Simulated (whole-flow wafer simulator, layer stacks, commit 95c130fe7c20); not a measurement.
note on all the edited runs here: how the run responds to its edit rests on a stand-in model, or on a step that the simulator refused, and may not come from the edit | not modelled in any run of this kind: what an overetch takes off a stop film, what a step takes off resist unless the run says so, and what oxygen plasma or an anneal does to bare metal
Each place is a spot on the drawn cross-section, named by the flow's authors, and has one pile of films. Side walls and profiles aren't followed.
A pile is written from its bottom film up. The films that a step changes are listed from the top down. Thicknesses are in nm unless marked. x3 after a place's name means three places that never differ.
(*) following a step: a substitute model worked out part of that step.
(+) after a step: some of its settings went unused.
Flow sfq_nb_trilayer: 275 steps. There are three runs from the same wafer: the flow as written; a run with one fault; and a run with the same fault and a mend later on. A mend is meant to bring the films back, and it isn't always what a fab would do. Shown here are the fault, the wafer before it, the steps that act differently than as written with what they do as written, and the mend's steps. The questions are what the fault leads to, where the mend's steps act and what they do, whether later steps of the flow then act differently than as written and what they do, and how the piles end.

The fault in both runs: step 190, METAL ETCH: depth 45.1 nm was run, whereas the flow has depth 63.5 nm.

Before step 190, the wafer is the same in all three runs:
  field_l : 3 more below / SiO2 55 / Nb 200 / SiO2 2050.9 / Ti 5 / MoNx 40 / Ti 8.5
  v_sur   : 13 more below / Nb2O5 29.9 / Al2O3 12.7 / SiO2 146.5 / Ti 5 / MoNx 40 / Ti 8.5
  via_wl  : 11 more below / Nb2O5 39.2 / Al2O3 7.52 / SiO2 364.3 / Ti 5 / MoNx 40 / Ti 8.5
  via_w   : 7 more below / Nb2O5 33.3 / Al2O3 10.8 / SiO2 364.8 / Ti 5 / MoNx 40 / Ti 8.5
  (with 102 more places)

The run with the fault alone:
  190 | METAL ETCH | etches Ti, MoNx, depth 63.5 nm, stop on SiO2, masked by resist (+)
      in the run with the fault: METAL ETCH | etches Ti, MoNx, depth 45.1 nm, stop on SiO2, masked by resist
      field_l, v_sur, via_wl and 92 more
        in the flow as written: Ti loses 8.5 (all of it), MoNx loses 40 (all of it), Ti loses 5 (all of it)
        in the run with the fault: Ti loses 8.5 (all of it), MoNx loses 36.6
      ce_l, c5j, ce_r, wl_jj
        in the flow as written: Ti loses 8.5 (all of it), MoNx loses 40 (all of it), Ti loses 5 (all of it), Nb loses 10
        in the run with the fault: Ti loses 8.5 (all of it), MoNx loses 36.6
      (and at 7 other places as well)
  Later steps of the flow acting differently than as written (not shown: 11 more steps that differ only slightly, by at most 2% or 0.5 nm, whichever is larger):
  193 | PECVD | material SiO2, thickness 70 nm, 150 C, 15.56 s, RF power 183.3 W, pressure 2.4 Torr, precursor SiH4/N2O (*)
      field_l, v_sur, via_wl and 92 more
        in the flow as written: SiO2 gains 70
        in the run with the fault: SiO2 gains 70 (new film)
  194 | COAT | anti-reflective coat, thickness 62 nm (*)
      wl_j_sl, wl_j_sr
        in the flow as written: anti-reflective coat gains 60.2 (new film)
        in the run with the fault: anti-reflective coat gains 62 (new film)
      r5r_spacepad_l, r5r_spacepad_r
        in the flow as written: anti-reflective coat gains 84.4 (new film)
        in the run with the fault: anti-reflective coat gains 80.8 (new film)
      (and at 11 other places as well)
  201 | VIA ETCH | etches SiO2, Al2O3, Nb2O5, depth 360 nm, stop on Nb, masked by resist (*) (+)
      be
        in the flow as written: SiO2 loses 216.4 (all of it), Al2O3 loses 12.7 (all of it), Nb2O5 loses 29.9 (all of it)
        in the run with the fault: SiO2 loses 69.8 (all of it), MoNx loses 3.4 (all of it), Ti loses 5 (all of it), SiO2 loses 146.5 (all of it), Al2O3 loses 12.7 (all of it), Nb2O5 loses 29.9 (all of it)
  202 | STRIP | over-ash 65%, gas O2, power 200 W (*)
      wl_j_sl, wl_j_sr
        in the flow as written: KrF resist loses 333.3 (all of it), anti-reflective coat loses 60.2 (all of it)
        in the run with the fault: KrF resist loses 333.1 (all of it), anti-reflective coat loses 62 (all of it)
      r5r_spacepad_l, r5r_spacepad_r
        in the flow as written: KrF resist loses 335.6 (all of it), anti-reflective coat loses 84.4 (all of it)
        in the run with the fault: KrF resist loses 335.3 (all of it), anti-reflective coat loses 80.8 (all of it)
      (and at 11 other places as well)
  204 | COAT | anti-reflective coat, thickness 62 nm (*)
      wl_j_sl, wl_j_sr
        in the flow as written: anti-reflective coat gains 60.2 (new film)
        in the run with the fault: anti-reflective coat gains 62 (new film)
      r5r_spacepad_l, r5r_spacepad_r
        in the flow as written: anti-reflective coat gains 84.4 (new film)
        in the run with the fault: anti-reflective coat gains 80.8 (new film)
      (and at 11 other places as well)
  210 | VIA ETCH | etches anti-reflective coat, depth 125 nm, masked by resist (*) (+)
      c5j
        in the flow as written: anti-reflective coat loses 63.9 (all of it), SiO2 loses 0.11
        in the run with the fault: anti-reflective coat loses 61.3 (all of it), SiO2 loses 0.13
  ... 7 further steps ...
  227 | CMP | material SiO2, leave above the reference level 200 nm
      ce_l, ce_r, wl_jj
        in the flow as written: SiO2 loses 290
        in the run with the fault: SiO2 loses 300
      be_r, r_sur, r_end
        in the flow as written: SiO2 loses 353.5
        in the run with the fault: SiO2 loses 345.1
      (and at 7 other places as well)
  At field_l, v_sur, via_wl and 100 more, the piles at the end differ from the flow's by more than 2% or 0.5 nm, whichever is larger.
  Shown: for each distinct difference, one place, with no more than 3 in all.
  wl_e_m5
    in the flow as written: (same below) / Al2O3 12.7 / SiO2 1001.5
    in the run with the fault: (same below) / Al2O3 12.7 / SiO2 146.5 / Ti 5 / MoNx 3.4 / SiO2 855
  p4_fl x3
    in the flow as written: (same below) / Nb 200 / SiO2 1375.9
    in the run with the fault: (same below) / Nb 200 / SiO2 520.9 / Ti 5 / MoNx 3.4 / SiO2 855
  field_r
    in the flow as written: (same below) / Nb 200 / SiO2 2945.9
    in the run with the fault: (same below) / Nb 200 / SiO2 2090.9 / Ti 5 / MoNx 3.4 / SiO2 855

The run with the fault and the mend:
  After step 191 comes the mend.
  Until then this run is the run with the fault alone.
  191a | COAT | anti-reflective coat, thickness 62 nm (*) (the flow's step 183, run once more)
      p4_fl x3, p4_w1 x9, p4_g1 x2 and 57 more
        anti-reflective coat gains 62 (new film)
      field_l, v_sur, via_wl, via_w, via_wr, via_sp, l0_sur, l0v
        anti-reflective coat gains 62.2 (new film)
      via_v, wire, be, ln_m6, lsp_r
        anti-reflective coat gains 62.3 (new film)
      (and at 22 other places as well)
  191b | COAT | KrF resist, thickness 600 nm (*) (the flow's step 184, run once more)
      p4_fl x3, p4_w1 x9, p4_g1 x2 and 57 more
        KrF resist gains 600 (new film)
      field_l, v_sur, via_wl
        KrF resist gains 600.5 (new film)
      via_w, via_wr, l0v
        KrF resist gains 600.6 (new film)
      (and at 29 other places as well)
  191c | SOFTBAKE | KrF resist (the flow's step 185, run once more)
      does not change any film at any place that is followed
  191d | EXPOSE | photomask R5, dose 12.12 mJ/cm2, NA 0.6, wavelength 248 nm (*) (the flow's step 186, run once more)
      does not change any film at any place that is followed
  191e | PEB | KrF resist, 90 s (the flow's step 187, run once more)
      field_l, v_sur, via_wl and 75 more
        KrF resist loses 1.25
      via_v, wire, be and 15 more
        KrF resist loses 1.26
      c5j, ce_r, r5r_space_c
        KrF resist loses 1.27
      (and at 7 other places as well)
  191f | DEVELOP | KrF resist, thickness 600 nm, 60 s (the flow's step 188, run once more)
      p4_fl x3, p4_w1 x9, p4_g1 x2 and 57 more
        KrF resist loses 598.7 (all of it)
      be_r, r_sur, res, r_end, r5r_line_l, r5r_line_c, r5r_line_r
        KrF resist loses 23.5
      v_sur, via_wl, via_w
        KrF resist loses 599.3 (all of it)
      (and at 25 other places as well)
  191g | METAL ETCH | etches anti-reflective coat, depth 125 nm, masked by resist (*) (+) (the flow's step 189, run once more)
      p4_fl x3, p4_w1 x9, p4_g1 x2 and 57 more
        anti-reflective coat loses 62 (all of it)
      field_l, v_sur, via_wl, via_w, via_wr, via_sp, l0_sur, l0v
        anti-reflective coat loses 62.2 (all of it)
      be_r, r_sur, res, r_end, r5r_line_l, r5r_line_c, r5r_line_r
        KrF resist loses 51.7
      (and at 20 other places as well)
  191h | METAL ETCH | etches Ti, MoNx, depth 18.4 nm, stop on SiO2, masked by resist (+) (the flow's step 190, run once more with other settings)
      field_l, v_sur, via_wl and 92 more
        MoNx loses 3.4 (all of it), Ti loses 5 (all of it)
      be_r, r_sur, res, r_end, r5r_line_l, r5r_line_c, r5r_line_r
        KrF resist loses 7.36
      ce_l, c5j, ce_r, wl_jj
        MoNx loses 3.4 (all of it), Ti loses 5 (all of it), Nb loses 10
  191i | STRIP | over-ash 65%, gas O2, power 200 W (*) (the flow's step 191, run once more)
      r5r_line_l, r5r_line_c, r5r_line_r
        KrF resist loses 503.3 (all of it), anti-reflective coat loses 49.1 (all of it)
      be_r
        KrF resist loses 497.5 (all of it), anti-reflective coat loses 54.4 (all of it)
      r_sur
        KrF resist loses 497.5 (all of it), anti-reflective coat loses 58 (all of it)
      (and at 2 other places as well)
  None of the later steps of the flow acts differently than as written at any place that is followed.
  At every place that both follow, the piles at the end match the flow's.
